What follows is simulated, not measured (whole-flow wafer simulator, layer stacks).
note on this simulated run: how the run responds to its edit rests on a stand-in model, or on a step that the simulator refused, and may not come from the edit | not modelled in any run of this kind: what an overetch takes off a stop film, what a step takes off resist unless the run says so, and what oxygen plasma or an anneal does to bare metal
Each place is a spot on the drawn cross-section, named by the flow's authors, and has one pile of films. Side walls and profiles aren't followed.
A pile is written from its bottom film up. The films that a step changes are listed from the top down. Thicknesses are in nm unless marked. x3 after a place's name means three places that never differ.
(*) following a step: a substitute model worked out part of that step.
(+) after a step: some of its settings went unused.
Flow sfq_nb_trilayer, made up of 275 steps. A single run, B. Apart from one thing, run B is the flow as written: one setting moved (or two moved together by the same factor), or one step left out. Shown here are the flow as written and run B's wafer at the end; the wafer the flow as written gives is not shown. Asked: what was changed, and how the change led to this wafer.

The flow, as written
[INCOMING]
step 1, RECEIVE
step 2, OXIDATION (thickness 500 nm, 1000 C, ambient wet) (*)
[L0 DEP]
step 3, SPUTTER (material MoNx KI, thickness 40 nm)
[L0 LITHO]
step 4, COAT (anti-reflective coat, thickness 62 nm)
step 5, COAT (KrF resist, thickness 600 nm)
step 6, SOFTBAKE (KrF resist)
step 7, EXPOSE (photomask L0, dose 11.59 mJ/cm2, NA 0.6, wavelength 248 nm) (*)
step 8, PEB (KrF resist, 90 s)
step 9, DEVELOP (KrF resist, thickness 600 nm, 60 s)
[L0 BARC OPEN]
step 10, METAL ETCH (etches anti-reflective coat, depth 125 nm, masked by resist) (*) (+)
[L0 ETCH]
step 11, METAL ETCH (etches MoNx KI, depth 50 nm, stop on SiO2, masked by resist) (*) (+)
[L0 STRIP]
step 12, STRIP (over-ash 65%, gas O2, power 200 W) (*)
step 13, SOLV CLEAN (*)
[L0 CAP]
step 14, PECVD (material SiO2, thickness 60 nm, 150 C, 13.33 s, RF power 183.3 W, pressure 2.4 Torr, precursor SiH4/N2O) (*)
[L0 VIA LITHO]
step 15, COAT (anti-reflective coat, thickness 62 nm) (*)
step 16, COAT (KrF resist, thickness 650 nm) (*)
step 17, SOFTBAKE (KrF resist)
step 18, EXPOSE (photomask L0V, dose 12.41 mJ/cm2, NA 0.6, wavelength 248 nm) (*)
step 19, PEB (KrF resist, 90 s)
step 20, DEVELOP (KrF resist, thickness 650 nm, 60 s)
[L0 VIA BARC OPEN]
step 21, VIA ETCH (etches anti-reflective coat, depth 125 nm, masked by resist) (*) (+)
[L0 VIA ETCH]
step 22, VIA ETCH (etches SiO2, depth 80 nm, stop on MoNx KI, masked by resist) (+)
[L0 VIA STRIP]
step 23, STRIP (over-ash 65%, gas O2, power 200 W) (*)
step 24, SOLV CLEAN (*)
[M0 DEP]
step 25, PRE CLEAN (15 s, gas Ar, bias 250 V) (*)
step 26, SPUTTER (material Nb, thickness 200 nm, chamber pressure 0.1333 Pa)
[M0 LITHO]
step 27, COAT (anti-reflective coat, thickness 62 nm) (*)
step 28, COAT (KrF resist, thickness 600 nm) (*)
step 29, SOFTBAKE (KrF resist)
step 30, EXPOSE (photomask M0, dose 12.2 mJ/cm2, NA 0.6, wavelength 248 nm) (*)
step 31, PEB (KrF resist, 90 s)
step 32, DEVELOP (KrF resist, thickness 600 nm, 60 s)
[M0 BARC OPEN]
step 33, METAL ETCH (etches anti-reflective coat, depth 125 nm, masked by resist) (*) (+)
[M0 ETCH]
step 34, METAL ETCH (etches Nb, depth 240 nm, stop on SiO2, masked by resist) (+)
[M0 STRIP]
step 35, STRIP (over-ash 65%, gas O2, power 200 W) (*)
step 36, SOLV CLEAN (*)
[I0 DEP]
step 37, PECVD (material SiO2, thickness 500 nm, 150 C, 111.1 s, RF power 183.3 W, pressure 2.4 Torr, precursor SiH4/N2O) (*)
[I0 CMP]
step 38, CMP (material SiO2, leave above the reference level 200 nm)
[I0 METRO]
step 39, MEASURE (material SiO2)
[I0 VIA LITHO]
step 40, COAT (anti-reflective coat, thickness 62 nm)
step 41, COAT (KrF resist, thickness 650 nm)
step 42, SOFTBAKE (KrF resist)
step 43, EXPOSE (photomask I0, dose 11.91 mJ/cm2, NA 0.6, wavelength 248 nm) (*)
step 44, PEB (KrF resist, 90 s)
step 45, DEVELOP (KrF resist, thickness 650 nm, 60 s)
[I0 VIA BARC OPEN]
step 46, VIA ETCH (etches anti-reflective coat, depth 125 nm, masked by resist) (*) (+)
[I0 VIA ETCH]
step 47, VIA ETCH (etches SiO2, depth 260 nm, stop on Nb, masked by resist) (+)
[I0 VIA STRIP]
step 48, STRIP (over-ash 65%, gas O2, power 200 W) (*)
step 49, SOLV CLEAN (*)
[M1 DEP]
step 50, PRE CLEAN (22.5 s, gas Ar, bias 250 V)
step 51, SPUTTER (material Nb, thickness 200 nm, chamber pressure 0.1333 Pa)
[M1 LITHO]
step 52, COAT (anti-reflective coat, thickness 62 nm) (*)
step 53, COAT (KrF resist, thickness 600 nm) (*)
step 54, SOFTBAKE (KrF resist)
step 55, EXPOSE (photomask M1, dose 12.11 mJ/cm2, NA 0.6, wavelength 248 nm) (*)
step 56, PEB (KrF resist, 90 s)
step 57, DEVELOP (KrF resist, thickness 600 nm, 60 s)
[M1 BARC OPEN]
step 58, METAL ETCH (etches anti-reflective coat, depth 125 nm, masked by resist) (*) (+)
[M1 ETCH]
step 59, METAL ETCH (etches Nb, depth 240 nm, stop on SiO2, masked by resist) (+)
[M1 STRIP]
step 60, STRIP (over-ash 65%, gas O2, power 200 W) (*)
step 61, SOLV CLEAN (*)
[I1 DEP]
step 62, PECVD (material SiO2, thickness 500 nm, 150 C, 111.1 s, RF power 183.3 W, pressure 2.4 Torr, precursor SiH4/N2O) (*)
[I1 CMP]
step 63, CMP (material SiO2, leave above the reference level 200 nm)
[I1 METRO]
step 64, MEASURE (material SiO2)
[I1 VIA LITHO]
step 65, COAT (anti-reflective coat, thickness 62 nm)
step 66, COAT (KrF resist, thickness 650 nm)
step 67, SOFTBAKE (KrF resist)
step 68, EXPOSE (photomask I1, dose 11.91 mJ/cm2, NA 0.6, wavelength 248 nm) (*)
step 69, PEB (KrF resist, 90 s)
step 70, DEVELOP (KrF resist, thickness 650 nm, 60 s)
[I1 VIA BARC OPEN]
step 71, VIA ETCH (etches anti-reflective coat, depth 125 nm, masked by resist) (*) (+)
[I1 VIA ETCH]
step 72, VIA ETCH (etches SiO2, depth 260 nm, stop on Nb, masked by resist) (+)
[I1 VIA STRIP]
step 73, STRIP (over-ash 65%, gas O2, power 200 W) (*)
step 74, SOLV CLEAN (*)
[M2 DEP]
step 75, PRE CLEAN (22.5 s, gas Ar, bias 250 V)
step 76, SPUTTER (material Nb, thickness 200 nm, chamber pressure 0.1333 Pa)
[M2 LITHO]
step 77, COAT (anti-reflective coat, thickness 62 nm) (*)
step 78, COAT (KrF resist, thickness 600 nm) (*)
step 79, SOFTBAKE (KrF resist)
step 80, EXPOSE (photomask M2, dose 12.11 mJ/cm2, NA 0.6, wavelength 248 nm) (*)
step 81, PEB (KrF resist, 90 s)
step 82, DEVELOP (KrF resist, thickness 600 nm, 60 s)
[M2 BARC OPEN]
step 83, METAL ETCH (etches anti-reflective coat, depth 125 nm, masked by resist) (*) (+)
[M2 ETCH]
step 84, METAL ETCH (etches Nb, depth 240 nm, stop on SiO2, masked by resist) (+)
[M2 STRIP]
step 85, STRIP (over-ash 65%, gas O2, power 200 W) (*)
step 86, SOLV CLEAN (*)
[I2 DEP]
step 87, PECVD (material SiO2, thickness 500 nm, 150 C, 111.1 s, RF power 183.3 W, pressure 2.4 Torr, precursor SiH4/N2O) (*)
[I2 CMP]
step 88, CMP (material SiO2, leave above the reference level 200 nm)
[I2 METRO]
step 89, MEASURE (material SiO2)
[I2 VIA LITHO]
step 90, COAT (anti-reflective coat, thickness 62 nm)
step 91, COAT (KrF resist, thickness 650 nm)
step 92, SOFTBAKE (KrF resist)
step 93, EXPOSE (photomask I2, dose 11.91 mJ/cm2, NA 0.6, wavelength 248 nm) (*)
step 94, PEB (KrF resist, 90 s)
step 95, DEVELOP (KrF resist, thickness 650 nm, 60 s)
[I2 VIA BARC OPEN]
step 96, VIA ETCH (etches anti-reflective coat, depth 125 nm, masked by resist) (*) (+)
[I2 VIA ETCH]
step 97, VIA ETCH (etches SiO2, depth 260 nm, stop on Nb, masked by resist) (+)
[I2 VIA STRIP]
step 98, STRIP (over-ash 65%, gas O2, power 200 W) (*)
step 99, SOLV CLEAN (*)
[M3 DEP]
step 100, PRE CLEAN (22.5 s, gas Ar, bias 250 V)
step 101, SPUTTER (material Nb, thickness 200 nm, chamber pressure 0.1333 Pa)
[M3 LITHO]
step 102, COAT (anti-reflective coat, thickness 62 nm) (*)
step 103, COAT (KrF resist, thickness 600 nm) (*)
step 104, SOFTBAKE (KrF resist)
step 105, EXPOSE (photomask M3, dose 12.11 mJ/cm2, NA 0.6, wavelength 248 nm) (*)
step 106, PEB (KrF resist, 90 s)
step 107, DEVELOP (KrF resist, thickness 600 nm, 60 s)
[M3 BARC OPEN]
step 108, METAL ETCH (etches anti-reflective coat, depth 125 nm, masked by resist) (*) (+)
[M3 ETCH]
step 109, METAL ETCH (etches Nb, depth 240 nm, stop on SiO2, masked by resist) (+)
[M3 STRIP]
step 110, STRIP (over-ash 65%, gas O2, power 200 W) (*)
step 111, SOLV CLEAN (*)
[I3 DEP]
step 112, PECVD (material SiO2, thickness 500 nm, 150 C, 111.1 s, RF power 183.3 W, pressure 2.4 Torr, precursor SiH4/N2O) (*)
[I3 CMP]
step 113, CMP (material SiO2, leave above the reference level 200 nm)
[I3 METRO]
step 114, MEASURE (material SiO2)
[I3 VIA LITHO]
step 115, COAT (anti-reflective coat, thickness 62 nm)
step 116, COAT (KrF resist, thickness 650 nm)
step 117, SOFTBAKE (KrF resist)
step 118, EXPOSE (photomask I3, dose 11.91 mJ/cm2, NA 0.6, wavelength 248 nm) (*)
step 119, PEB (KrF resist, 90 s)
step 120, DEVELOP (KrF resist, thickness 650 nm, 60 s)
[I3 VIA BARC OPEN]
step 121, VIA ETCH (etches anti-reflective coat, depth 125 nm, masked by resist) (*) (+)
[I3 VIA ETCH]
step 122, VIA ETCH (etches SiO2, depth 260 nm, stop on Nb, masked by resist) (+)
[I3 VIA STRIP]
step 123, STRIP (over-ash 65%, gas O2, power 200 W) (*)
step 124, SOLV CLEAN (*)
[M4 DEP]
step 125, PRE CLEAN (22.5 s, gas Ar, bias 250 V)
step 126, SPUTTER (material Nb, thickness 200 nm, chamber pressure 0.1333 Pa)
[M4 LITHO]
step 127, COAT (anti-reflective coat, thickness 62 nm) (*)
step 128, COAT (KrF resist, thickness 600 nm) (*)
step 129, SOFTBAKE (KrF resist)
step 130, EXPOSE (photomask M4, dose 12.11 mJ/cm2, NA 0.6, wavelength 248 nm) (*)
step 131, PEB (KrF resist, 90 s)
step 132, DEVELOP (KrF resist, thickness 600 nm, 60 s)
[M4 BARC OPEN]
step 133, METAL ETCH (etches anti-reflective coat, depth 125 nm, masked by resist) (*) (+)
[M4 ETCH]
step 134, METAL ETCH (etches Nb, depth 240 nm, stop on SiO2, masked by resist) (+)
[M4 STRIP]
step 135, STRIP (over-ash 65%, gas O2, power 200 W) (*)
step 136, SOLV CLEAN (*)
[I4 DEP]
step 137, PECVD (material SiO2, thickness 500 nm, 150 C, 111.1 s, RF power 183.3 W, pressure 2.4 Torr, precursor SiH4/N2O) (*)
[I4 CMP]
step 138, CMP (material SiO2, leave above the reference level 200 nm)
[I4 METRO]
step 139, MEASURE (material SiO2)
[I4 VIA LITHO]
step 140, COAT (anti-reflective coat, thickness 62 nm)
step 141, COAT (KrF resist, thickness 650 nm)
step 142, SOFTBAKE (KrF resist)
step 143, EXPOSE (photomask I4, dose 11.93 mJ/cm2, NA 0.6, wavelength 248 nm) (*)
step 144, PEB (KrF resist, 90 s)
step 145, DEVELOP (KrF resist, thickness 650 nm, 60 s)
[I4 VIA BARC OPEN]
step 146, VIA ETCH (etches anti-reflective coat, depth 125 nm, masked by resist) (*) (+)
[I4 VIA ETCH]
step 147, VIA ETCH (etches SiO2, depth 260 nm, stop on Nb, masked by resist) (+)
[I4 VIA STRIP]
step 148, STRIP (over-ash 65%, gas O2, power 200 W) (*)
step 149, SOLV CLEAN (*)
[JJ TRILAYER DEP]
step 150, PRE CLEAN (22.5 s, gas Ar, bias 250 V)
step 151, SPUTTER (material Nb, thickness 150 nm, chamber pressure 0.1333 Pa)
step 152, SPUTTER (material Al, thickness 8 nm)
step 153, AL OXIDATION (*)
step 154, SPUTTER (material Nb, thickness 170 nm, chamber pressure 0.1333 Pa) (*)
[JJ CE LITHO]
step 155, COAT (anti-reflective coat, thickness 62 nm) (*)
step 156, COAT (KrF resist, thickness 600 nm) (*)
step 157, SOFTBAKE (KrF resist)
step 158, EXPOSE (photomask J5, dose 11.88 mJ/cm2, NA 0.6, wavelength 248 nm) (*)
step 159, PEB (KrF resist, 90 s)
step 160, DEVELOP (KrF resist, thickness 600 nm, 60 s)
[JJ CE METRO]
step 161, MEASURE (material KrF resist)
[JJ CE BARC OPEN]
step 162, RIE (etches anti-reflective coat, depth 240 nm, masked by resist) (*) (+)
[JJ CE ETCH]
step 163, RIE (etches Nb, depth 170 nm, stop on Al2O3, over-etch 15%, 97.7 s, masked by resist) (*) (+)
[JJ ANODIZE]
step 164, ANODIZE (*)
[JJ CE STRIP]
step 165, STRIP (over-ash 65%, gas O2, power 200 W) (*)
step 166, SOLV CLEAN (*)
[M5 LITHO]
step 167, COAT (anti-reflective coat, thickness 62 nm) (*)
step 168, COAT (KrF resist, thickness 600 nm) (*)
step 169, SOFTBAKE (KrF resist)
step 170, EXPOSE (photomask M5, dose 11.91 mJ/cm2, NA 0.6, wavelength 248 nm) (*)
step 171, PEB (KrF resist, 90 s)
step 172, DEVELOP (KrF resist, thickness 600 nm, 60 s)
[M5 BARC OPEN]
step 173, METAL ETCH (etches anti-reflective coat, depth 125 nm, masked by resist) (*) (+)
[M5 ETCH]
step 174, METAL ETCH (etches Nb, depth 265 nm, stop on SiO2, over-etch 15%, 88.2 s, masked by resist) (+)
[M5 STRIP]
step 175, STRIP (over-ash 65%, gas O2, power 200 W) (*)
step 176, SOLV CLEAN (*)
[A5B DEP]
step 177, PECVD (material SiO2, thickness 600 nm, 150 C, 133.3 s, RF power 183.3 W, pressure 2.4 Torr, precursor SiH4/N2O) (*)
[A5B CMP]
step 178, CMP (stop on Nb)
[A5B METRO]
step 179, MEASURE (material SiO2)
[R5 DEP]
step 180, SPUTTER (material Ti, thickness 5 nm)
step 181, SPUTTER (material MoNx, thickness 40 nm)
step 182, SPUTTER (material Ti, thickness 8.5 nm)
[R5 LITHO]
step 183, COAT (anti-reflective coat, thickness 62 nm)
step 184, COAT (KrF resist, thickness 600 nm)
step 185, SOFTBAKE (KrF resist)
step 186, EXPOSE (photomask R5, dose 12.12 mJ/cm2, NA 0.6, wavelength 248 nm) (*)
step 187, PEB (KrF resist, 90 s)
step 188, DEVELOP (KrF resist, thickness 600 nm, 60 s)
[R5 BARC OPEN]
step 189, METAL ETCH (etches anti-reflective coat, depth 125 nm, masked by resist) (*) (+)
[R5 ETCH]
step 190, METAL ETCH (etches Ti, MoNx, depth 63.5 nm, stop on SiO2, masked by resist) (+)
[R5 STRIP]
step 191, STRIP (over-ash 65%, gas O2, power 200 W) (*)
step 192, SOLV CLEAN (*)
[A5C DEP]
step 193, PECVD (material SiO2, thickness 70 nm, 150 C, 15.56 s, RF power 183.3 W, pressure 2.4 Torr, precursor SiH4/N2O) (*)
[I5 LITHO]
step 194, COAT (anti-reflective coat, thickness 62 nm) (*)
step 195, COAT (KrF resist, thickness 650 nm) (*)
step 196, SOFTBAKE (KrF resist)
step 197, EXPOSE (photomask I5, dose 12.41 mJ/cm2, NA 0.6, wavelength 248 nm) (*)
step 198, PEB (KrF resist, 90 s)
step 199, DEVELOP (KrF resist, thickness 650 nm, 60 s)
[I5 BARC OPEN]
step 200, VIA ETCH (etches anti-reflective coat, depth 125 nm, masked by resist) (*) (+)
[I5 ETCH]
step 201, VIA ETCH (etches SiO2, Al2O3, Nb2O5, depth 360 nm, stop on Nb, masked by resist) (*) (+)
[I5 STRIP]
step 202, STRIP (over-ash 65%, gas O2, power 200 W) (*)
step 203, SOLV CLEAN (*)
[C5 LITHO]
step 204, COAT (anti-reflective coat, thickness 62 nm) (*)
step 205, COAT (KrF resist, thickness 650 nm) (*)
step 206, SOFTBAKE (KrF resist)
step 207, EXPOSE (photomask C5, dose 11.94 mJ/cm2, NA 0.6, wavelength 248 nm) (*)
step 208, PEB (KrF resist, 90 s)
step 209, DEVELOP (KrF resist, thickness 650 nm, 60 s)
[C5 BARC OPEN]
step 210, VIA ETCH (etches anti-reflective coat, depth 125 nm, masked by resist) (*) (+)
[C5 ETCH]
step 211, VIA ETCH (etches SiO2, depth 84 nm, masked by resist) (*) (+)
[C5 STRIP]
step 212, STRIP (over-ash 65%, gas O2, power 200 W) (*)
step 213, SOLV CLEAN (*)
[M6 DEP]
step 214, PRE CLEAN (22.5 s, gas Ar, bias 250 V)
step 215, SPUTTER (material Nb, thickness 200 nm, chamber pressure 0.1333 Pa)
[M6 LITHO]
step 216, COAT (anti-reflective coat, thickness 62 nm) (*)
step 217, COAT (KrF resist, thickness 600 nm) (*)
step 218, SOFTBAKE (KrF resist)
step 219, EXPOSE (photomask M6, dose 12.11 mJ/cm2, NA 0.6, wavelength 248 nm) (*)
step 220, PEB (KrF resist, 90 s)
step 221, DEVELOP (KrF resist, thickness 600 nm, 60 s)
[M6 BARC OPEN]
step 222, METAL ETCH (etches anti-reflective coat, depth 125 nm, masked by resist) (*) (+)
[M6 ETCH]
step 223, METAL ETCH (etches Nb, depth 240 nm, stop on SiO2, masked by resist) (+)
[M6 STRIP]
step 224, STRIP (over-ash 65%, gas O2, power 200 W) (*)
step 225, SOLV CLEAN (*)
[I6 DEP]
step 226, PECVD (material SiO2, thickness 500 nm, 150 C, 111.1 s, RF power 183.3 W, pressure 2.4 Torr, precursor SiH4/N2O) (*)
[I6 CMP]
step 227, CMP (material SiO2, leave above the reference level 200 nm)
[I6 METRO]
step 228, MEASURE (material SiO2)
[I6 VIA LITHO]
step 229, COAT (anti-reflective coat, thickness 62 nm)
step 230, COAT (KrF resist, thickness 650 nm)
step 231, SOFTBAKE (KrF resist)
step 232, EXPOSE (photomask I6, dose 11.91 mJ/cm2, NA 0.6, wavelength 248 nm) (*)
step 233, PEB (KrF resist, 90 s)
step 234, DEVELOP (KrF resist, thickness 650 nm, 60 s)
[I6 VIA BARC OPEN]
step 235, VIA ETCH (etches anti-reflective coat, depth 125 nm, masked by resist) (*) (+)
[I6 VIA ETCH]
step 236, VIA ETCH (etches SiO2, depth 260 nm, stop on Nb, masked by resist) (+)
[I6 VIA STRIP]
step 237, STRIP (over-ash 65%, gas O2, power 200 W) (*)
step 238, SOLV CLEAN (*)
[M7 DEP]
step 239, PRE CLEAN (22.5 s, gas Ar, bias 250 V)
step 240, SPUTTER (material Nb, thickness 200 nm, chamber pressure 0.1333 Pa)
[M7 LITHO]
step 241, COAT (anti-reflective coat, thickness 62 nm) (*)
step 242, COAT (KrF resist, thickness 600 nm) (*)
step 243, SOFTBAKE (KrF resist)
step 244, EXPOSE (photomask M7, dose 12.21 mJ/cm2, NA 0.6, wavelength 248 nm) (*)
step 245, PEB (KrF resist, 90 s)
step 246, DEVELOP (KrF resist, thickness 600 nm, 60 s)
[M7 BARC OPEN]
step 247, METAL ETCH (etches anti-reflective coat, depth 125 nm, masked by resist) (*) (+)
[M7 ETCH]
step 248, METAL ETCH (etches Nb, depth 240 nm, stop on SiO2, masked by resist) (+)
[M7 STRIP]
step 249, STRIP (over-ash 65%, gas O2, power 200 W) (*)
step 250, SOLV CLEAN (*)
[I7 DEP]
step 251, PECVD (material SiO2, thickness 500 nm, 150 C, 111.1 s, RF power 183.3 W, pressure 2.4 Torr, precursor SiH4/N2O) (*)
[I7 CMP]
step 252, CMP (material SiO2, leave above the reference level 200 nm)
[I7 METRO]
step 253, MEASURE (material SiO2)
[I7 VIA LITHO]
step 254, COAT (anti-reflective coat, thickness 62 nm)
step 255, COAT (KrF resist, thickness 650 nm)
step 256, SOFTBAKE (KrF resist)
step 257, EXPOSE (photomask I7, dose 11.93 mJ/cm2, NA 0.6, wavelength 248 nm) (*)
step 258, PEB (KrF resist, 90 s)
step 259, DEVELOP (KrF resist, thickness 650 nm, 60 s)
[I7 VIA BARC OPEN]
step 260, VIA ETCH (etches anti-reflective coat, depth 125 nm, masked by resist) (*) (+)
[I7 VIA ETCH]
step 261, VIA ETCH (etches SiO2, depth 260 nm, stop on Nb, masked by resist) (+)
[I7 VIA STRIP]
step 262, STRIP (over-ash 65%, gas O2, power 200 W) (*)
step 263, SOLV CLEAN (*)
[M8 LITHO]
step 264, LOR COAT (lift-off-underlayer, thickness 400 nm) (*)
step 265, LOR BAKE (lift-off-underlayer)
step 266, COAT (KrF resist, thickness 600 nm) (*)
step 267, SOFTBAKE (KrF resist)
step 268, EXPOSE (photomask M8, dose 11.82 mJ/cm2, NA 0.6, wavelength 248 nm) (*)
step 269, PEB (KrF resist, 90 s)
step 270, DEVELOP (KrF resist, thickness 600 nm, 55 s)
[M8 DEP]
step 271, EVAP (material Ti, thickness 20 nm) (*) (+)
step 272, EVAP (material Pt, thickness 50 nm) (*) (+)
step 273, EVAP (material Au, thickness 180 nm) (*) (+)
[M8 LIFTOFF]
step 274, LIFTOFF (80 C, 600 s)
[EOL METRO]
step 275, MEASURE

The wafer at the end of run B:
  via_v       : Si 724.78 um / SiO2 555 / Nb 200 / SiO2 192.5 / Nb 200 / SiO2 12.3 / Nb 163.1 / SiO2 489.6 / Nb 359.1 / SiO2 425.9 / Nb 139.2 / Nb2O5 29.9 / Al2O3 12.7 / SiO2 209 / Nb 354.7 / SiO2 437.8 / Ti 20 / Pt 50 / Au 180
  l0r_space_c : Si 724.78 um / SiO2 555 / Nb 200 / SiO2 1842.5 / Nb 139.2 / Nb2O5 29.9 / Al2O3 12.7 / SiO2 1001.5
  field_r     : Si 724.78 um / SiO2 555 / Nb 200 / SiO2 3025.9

What caused this: step 63, CMP: leave above the reference level 280 nm was run, whereas the flow has leave above the reference level 200 nm.

How this came from the change, step by step:
  step 63, CMP (material SiO2, leave above the reference level 200 nm)
      field_l, be, be_sur and 72 more: SiO2 loses 20 (in the flow as written it would be: SiO2 loses 100)
      v_sur, via_wl, via_wr and 20 more: SiO2 loses 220 (in the flow as written it would be: SiO2 loses 300)
      (and at 8 other places as well)
  step 72, VIA ETCH (etches SiO2, depth 260 nm, stop on Nb, masked by resist) (+)
      via_v: SiO2 loses 260 (in the flow as written it would be: SiO2 loses 199.8 (all of it))
  step 75, PRE CLEAN (22.5 s, gas Ar, bias 250 V)
      via_v: SiO2 loses 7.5 (in the flow as written it would be: Nb loses 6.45)
  step 76, SPUTTER (material Nb, thickness 200 nm, chamber pressure 0.1333 Pa)
      via_v: Nb gains 163.1 (new film) (in the flow as written it would be: Nb gains 174.5)
  step 77, COAT (anti-reflective coat, thickness 62 nm) (*)
      via_sp: anti-reflective coat gains 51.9 (new film) (in the flow as written it would be: anti-reflective coat gains 53.2 (new film))
      via_v: anti-reflective coat gains 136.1 (new film) (in the flow as written it would be: anti-reflective coat gains 123.1 (new film))
      (and at 1 other place as well)
  step 78, COAT (KrF resist, thickness 600 nm) (*)
      via_v: KrF resist gains 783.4 (new film) (in the flow as written it would be: KrF resist gains 733.7 (new film))
  step 85, STRIP (over-ash 65%, gas O2, power 200 W) (*)
      via_sp: KrF resist loses 370.4 (all of it), anti-reflective coat loses 51.9 (all of it) (in the flow as written it would be: KrF resist loses 374.4 (all of it), anti-reflective coat loses 53.2 (all of it))
      via_v: KrF resist loses 565.3 (all of it), anti-reflective coat loses 136.1 (all of it) (in the flow as written it would be: KrF resist loses 515.8 (all of it), anti-reflective coat loses 123.1 (all of it))
      (and at 1 other place as well)
  step 87, PECVD (material SiO2, thickness 500 nm, 150 C, 111.1 s, RF power 183.3 W, pressure 2.4 Torr, precursor SiH4/N2O) (*)
      via_v: SiO2 gains 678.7 (new film) (in the flow as written it would be: SiO2 gains 606 (new film))
With metal films that touch counted as one body, via_v has 7 bodies (between them, from the top down: SiO2 437.8; SiO2 209 / Al2O3 12.7 / Nb2O5 29.9; SiO2 425.9; SiO2 489.6; SiO2 12.3; SiO2 192.5); the flow as written gives 6 bodies (between them, from the top down: SiO2 437.8; SiO2 209 / Al2O3 12.7 / Nb2O5 29.9; SiO2 425.9; SiO2 416.9; SiO2 192.5).
